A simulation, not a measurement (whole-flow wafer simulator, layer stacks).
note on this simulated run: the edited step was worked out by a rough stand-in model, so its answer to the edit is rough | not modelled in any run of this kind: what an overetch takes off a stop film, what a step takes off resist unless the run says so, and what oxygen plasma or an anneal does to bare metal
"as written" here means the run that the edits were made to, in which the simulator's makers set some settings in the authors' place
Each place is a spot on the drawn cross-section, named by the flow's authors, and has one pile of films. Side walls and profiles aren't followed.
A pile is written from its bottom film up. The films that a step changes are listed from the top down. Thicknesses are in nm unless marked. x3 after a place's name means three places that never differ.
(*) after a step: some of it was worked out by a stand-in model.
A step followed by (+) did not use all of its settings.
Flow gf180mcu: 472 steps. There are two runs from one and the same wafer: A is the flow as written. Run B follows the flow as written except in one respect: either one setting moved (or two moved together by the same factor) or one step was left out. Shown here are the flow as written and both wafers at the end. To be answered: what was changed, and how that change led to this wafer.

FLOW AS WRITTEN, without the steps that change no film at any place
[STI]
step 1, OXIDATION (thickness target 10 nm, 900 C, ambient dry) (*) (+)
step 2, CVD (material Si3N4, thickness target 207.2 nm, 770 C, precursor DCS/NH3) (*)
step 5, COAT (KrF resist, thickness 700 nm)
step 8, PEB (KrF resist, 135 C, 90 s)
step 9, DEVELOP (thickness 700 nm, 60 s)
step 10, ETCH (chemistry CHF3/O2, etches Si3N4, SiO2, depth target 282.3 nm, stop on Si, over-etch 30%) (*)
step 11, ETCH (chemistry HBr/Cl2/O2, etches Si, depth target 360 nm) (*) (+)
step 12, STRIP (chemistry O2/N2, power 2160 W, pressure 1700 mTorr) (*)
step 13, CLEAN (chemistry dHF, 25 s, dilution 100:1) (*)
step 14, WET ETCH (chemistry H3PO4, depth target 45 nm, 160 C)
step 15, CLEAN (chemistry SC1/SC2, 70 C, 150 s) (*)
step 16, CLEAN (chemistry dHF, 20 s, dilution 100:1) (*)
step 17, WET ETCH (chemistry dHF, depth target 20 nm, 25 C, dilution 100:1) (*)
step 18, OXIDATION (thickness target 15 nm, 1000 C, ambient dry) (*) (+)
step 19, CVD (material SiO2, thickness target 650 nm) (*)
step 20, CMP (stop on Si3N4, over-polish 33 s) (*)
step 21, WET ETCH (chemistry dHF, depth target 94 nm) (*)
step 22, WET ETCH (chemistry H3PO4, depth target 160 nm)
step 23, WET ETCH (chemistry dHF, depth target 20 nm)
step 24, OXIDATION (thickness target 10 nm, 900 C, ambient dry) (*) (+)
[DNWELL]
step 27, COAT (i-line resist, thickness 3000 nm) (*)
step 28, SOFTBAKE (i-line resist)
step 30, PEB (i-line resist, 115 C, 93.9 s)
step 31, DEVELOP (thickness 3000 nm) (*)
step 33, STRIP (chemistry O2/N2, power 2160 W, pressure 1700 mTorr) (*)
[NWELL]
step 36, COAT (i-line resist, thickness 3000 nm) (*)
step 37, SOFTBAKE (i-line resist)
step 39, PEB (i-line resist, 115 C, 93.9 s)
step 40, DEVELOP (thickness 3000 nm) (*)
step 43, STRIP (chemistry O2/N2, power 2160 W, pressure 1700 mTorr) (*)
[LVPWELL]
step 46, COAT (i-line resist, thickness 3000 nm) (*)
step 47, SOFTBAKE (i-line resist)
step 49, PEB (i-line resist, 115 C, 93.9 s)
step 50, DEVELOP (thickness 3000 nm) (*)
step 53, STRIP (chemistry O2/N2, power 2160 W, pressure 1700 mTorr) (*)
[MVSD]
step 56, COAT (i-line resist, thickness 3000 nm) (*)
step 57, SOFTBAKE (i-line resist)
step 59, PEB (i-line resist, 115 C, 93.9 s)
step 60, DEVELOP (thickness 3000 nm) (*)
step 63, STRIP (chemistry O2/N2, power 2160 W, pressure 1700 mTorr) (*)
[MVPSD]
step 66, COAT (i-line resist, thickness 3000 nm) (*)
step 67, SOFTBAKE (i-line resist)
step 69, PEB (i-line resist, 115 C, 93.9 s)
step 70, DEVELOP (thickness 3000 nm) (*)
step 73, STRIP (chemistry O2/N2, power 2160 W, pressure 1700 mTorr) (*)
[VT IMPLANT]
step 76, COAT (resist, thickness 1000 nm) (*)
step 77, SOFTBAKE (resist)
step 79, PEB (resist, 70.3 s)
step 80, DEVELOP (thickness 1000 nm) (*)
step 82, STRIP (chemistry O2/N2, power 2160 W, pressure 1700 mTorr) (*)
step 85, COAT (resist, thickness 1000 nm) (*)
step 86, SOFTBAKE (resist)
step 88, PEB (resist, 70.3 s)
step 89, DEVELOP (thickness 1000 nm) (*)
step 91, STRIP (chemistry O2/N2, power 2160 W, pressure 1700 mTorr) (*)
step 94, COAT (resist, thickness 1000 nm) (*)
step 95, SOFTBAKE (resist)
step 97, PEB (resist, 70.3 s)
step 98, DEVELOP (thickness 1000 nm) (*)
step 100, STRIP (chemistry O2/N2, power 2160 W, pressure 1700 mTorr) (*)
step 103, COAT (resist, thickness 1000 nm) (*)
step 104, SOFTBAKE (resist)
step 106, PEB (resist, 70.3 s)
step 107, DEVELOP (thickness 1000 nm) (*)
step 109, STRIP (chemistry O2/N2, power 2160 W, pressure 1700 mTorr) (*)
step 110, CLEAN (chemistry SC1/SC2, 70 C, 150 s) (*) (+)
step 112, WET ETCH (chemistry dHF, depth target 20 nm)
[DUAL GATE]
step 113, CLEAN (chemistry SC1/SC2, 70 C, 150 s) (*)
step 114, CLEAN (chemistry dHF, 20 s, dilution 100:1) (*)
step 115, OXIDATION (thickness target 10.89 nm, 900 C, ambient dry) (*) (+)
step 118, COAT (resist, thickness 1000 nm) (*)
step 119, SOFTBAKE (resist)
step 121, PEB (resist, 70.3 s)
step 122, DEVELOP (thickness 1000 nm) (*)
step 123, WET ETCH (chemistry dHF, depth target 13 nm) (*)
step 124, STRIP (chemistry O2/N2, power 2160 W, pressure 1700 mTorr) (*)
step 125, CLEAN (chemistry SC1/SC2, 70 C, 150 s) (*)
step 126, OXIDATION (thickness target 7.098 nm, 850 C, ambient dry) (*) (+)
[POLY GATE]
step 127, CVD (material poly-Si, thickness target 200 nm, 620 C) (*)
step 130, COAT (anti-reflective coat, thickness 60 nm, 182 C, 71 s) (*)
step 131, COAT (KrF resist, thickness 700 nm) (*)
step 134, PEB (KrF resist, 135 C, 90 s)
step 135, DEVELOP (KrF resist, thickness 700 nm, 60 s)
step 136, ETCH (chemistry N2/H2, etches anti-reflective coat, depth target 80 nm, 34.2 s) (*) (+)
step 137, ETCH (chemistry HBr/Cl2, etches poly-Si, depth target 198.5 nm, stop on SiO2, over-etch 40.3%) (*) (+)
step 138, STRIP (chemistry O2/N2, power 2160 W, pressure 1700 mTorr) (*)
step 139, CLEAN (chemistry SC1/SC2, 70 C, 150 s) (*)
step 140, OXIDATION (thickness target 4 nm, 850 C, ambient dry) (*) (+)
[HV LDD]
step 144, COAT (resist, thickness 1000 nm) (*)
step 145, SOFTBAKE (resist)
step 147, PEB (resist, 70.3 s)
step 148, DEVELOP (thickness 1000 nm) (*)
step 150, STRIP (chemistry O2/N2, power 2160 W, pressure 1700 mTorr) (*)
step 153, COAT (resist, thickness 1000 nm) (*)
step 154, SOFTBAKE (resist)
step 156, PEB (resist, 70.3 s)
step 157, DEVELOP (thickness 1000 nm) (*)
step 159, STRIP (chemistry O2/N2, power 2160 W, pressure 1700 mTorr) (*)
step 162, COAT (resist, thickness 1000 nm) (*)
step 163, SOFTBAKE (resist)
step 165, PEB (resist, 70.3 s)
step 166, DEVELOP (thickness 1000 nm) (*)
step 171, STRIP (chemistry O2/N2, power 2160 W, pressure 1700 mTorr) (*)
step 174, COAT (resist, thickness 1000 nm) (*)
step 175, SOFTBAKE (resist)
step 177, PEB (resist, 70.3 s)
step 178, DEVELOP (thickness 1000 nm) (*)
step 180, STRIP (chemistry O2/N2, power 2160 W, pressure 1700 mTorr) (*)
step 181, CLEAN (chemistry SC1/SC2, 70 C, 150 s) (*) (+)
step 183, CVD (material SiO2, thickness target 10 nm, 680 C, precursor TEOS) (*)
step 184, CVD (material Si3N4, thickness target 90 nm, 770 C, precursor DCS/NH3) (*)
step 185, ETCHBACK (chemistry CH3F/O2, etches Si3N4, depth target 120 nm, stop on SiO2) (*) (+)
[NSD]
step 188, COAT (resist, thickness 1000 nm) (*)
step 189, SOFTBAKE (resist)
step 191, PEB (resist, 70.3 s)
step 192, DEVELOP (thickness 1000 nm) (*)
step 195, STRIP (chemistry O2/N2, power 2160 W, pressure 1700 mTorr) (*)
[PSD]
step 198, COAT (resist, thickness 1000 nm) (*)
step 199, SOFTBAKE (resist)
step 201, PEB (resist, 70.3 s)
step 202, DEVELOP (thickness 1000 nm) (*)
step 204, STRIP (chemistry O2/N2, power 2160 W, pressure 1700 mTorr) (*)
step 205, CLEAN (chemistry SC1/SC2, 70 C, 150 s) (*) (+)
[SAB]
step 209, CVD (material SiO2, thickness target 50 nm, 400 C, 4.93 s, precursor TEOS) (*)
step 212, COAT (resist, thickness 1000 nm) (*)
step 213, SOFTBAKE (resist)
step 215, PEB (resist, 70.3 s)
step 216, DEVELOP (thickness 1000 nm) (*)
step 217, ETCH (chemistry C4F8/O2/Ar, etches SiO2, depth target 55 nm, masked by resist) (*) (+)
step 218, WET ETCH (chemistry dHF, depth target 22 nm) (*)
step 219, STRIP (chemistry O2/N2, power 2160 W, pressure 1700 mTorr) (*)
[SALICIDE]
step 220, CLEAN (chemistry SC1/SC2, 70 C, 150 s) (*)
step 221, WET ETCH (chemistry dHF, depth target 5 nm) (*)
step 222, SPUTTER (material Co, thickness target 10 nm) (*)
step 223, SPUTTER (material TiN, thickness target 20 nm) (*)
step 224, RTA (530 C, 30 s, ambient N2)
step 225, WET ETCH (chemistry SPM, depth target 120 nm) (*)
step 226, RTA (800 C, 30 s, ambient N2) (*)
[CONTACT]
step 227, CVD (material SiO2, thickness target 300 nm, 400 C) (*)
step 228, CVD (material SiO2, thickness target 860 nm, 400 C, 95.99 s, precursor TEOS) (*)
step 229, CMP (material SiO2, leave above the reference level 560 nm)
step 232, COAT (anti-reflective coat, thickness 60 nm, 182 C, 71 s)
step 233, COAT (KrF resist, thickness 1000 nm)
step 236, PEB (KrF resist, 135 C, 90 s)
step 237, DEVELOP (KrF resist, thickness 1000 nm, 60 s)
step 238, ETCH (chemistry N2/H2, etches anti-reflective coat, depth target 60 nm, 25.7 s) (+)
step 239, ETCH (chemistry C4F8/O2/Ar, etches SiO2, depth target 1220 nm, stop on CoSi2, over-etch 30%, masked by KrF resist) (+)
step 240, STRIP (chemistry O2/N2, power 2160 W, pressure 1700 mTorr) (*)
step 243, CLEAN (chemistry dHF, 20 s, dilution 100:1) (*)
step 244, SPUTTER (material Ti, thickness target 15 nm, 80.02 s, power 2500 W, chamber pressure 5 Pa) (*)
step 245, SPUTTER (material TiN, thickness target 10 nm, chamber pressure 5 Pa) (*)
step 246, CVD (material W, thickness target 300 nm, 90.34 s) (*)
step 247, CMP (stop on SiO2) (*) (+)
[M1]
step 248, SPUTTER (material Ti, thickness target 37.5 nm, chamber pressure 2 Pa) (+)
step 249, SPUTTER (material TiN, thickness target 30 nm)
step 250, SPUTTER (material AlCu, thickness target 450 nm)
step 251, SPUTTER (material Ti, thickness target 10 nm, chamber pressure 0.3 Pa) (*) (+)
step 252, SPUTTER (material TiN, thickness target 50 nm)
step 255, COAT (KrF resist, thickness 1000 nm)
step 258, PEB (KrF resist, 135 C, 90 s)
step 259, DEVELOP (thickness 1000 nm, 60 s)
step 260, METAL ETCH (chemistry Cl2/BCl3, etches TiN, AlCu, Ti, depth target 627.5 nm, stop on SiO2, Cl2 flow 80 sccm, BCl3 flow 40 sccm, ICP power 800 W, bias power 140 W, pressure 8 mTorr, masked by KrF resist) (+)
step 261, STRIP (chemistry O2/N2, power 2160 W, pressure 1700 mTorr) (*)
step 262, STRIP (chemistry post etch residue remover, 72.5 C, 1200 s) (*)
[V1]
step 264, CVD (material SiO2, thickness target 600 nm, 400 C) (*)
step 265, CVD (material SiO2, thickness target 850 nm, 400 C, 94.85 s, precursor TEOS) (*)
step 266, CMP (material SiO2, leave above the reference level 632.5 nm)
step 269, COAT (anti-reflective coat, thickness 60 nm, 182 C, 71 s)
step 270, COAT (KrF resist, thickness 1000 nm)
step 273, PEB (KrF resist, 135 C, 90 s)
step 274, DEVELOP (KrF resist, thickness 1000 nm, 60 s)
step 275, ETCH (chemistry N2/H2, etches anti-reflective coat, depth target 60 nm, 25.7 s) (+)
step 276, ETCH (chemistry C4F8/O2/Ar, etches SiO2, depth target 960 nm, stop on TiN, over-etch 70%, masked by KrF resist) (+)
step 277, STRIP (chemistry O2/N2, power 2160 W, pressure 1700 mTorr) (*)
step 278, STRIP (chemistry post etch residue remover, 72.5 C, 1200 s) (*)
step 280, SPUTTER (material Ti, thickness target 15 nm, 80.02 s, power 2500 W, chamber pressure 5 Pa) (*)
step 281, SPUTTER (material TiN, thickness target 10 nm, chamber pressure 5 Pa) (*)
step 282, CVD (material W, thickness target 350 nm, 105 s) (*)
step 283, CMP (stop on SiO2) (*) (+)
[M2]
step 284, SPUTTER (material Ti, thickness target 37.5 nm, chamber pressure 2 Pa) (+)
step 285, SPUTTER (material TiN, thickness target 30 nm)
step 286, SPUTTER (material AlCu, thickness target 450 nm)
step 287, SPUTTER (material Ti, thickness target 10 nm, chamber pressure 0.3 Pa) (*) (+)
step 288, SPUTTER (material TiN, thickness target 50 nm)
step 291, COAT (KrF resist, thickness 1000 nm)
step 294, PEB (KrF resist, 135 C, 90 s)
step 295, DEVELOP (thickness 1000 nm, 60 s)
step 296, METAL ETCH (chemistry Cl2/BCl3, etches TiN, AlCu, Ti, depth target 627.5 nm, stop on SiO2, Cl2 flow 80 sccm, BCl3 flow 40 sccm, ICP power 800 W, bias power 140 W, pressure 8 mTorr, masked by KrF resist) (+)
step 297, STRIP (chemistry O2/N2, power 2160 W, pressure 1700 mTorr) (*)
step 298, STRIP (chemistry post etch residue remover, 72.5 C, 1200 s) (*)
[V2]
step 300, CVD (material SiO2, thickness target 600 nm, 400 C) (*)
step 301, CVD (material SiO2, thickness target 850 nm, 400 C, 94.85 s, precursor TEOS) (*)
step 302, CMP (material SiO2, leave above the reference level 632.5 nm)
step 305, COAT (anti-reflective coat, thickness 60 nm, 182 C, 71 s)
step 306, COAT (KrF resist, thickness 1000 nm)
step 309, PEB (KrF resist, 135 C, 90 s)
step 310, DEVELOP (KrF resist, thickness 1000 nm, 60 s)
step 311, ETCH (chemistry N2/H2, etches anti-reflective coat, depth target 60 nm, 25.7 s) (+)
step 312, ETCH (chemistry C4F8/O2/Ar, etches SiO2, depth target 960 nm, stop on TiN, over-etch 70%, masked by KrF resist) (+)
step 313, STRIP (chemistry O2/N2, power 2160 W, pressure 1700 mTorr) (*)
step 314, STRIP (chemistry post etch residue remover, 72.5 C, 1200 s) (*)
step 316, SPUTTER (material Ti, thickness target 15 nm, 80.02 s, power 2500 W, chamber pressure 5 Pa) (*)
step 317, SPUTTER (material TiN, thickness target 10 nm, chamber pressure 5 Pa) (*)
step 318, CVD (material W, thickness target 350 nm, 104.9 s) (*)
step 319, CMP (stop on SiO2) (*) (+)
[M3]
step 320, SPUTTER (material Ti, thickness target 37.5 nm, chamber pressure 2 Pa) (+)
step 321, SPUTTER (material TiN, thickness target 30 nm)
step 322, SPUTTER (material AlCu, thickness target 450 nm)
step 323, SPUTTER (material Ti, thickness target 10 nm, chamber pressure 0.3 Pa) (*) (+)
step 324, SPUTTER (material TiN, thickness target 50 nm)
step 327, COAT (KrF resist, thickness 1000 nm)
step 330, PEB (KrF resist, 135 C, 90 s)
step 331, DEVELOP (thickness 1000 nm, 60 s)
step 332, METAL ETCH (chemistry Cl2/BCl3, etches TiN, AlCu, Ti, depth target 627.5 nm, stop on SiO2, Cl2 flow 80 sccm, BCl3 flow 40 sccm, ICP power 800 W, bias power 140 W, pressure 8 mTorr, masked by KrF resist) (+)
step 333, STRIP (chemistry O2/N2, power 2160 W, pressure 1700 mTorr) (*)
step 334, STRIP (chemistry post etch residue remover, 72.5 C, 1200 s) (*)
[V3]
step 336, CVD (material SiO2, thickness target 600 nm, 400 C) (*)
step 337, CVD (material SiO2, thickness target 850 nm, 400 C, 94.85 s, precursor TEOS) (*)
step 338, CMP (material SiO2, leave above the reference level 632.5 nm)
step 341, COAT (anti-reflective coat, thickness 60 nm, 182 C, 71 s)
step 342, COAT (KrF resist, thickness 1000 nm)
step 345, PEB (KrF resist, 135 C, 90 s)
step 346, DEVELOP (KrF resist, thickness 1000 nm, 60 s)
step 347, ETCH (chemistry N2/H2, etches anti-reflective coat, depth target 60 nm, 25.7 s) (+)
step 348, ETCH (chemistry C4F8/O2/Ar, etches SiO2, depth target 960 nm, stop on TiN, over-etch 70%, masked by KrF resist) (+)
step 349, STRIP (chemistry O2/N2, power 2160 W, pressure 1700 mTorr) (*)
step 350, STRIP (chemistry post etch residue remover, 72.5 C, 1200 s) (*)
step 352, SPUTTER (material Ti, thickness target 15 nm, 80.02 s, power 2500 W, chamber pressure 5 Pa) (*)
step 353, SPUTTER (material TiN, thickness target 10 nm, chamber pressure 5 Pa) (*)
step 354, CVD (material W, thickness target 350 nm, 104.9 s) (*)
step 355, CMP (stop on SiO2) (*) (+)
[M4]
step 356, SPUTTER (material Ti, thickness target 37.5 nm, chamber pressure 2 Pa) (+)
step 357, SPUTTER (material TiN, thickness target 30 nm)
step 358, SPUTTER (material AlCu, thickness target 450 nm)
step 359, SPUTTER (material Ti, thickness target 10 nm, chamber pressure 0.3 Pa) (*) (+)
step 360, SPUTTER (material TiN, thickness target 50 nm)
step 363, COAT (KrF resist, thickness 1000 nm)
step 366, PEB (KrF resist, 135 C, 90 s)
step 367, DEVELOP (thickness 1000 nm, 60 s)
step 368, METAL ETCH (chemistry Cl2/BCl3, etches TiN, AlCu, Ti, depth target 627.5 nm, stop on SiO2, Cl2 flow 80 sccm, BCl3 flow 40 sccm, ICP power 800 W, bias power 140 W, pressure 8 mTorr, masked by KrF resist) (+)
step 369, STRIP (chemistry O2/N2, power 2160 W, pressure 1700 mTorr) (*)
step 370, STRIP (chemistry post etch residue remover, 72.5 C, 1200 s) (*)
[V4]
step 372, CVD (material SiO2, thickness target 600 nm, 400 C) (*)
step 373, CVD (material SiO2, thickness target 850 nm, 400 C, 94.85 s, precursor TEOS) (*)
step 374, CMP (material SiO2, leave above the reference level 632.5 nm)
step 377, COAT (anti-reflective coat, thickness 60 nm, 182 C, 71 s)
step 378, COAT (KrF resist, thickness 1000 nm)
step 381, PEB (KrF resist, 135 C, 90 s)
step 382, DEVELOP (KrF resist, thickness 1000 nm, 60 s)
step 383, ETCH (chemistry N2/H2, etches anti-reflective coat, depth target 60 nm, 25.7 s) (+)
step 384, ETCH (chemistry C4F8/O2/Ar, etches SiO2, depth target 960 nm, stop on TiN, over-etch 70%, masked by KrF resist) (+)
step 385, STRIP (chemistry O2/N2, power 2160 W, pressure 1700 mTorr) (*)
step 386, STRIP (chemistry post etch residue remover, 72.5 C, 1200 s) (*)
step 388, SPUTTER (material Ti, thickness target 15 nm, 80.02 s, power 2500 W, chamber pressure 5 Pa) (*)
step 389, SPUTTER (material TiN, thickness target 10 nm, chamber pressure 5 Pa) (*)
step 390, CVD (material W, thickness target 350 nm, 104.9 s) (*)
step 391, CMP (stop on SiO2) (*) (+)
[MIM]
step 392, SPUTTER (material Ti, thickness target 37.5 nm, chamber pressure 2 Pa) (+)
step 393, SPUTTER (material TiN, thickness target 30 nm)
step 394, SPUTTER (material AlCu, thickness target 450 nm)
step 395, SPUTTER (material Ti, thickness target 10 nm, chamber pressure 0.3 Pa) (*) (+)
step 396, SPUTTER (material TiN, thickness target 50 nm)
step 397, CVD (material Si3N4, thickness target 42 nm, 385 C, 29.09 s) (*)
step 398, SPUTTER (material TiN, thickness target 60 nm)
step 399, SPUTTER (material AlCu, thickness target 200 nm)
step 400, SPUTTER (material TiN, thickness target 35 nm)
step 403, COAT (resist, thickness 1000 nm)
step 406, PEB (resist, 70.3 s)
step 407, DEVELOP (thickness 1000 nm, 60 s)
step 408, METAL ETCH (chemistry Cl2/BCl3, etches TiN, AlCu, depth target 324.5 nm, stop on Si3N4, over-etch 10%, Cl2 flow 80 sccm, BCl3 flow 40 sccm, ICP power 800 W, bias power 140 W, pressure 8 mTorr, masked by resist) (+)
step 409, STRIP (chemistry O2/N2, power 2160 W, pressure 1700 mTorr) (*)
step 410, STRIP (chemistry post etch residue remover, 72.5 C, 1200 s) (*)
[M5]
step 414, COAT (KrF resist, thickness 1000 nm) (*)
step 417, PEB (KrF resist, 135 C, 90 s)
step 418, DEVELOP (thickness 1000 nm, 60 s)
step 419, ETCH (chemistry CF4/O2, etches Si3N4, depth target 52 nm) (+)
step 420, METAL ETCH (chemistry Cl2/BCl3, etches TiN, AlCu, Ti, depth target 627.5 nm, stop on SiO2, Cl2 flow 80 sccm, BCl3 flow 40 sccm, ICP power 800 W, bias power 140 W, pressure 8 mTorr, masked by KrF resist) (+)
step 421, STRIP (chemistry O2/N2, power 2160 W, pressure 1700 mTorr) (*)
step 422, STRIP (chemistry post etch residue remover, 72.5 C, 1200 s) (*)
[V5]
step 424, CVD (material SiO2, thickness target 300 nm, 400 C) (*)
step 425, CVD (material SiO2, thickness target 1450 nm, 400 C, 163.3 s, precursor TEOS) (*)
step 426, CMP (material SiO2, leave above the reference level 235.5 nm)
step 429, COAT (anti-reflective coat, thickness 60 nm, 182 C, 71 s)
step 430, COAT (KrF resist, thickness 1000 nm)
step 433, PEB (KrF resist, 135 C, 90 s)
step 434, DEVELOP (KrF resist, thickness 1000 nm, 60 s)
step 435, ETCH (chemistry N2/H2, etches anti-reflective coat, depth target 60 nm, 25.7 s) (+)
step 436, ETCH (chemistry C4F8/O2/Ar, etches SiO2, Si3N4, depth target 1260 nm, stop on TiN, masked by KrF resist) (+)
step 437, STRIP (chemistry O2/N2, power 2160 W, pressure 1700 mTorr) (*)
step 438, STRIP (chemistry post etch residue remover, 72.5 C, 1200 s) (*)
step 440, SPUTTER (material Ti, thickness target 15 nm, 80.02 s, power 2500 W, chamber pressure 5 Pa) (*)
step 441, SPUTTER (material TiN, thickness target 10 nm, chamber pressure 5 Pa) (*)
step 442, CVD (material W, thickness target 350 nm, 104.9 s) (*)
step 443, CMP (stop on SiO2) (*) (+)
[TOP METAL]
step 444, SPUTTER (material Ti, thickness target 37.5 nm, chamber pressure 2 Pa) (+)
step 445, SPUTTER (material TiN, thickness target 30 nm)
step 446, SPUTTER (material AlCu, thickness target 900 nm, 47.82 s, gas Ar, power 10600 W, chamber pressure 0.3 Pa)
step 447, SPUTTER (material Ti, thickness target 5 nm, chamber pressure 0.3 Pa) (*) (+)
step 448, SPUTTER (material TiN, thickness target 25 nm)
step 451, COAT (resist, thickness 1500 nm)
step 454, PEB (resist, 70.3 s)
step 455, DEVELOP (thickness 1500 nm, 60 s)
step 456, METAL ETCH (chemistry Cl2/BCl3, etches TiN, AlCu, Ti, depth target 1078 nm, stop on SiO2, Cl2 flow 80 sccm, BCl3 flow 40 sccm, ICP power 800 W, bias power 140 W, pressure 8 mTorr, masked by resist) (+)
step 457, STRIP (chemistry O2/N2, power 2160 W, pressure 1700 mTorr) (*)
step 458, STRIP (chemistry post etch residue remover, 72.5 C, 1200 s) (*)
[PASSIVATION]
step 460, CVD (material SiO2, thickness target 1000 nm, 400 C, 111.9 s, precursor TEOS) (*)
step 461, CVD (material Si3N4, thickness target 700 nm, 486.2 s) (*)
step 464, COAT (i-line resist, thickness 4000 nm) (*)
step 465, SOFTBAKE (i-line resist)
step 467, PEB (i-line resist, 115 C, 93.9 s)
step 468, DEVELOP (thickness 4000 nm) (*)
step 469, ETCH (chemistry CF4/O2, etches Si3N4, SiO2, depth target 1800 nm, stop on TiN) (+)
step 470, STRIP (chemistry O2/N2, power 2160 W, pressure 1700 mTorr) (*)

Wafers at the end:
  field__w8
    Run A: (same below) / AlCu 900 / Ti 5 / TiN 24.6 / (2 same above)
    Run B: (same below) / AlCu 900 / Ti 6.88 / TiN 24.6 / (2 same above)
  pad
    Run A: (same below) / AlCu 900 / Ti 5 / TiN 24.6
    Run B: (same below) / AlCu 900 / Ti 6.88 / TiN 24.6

Cause: step 447, SPUTTER: thickness target 6.88 nm was run, though the flow has thickness target 5 nm.
The wafer itself shows it: field__w8 has Ti 6.88, and step 447 as written asks for 5 nm.

Step by step, how the change led to this:
  step 447, SPUTTER (material Ti, thickness target 5 nm, chamber pressure 0.3 Pa) (*) (+)
      field, field__w1, field__w2 and 109 more: A Ti gains 5 (new film) | B Ti gains 6.88 (new film)
  step 456, METAL ETCH (chemistry Cl2/BCl3, etches TiN, AlCu, Ti, depth target 1078 nm, stop on SiO2, Cl2 flow 80 sccm, BCl3 flow 40 sccm, ICP power 800 W, bias power 140 W, pressure 8 mTorr, masked by resist) (+)
      field, field__w1, field__w2 and 103 more: A TiN loses 25 (all of it), Ti loses 5 (all of it), AlCu loses 900 (all of it), TiN loses 30 (all of it), Ti loses 37.5 (all of it) | B TiN loses 25 (all of it), Ti loses 6.88 (all of it), AlCu loses 900 (all of it), TiN loses 30 (all of it), Ti loses 37.5 (all of it)
